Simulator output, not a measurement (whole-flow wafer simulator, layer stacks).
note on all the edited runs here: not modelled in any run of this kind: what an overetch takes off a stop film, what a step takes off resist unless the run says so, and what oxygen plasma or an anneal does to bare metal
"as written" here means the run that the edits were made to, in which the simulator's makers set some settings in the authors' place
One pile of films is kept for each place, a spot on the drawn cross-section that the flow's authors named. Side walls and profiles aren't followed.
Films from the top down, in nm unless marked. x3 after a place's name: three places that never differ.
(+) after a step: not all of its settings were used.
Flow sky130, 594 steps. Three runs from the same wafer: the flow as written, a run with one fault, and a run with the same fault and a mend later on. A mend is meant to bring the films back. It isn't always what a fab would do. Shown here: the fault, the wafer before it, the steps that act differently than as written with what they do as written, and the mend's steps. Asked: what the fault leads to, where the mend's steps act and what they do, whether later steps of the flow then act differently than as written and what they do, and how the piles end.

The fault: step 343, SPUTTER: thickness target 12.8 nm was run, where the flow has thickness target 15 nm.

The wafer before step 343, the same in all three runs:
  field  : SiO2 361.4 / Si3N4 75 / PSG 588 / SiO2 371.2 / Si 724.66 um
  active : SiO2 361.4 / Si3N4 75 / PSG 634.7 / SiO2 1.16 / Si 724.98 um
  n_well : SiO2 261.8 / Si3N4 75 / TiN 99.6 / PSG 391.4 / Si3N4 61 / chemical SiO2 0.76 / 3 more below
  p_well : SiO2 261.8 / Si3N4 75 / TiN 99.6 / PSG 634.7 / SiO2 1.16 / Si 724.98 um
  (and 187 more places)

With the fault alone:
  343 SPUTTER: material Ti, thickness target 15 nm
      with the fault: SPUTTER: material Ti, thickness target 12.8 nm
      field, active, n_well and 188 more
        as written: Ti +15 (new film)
        with the fault: Ti +12.8 (new film)
  Later steps of the flow that act differently than as written (15 more steps differ only slightly, by at most 2% or 0.5 nm, whichever is larger, and aren't shown):
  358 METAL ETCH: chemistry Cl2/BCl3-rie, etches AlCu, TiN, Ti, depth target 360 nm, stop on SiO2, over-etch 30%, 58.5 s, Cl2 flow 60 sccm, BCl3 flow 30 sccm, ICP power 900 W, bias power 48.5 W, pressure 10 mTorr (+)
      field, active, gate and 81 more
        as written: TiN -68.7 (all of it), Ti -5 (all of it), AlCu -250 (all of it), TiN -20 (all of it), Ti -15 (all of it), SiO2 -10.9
        with the fault: TiN -68.7 (all of it), Ti -5 (all of it), AlCu -250 (all of it), TiN -20 (all of it), Ti -12.8 (all of it), SiO2 -11.2
  At the end the piles differ from the flow's by more than 2% or 0.5 nm, whichever is larger, at n_well, p_well, gate_hv and 104 more.
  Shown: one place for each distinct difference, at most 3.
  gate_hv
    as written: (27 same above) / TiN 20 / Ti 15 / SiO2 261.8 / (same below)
    with the fault: (27 same above) / TiN 20 / Ti 12.8 / SiO2 261.8 / (same below)
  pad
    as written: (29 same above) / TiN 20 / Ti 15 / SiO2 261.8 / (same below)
    with the fault: (29 same above) / TiN 20 / Ti 12.8 / SiO2 261.8 / (same below)
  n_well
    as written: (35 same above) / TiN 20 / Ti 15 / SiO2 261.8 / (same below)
    with the fault: (35 same above) / TiN 20 / Ti 12.8 / SiO2 261.8 / (same below)

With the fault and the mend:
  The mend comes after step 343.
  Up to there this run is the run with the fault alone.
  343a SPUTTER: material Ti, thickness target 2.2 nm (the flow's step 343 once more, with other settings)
      field, active, n_well and 188 more
        Ti +2.2
  No later step of the flow acts differently than as written at any place that is followed.
  At the end the piles are the same as the flow's at every place that both follow.
